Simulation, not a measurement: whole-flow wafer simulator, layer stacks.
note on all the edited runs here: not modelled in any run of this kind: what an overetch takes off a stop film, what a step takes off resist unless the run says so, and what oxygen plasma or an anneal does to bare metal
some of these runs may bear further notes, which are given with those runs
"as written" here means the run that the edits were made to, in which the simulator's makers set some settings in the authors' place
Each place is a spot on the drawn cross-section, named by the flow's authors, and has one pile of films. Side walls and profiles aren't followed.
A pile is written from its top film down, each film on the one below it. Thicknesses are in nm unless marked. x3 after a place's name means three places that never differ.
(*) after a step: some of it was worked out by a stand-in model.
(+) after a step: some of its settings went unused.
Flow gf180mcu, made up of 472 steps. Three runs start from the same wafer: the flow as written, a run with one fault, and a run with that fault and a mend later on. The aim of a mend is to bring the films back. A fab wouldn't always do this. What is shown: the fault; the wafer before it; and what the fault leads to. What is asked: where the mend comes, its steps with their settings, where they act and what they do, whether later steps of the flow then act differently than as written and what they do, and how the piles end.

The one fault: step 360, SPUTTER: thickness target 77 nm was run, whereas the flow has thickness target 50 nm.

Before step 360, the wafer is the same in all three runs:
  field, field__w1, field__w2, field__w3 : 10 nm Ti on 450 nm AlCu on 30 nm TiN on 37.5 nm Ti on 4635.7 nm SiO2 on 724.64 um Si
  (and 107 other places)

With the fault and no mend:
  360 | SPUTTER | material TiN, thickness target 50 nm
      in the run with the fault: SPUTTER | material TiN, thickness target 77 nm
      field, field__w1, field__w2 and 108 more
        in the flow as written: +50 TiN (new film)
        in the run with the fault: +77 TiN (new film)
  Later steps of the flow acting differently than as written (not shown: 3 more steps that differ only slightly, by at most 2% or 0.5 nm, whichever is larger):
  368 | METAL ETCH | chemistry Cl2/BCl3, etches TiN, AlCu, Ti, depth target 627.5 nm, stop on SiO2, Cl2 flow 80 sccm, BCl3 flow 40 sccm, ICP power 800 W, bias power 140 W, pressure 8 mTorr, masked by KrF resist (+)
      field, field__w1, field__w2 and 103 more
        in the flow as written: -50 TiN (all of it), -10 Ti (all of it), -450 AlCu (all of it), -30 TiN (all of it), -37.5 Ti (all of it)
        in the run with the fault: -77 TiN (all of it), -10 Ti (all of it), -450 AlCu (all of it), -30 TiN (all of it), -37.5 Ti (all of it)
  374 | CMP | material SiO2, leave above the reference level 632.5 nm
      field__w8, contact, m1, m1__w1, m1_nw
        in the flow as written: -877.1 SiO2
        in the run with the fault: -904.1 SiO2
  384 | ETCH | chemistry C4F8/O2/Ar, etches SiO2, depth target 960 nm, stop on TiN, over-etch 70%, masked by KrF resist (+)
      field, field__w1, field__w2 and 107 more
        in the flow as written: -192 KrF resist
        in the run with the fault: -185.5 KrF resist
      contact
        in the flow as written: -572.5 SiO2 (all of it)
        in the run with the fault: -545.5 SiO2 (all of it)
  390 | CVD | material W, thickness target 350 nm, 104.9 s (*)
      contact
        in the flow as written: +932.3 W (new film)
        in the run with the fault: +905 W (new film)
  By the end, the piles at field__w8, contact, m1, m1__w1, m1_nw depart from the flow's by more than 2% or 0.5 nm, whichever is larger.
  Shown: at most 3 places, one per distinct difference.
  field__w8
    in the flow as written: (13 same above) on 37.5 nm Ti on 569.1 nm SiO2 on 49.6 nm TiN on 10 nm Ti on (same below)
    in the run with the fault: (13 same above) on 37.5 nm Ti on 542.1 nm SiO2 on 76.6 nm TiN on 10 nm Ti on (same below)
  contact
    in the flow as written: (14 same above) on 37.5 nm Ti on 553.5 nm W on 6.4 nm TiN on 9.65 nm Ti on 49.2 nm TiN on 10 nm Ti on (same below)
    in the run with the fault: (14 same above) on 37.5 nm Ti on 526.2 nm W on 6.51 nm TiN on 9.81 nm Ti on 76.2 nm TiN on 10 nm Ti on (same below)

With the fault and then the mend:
  After step 360 comes the mend.
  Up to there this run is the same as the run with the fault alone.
  360a | METAL ETCH | chemistry Cl2/BCl3, etches TiN, AlCu, Ti, depth target 27 nm, Cl2 flow 80 sccm, BCl3 flow 40 sccm, ICP power 800 W, bias power 140 W, pressure 8 mTorr (the flow's step 260 again, with other settings)
      field, field__w1, field__w2 and 108 more
        -27 TiN
  None of the later steps of the flow acts differently than as written at any place that is followed.
  The piles end the same as the flow's at every place that both follow.
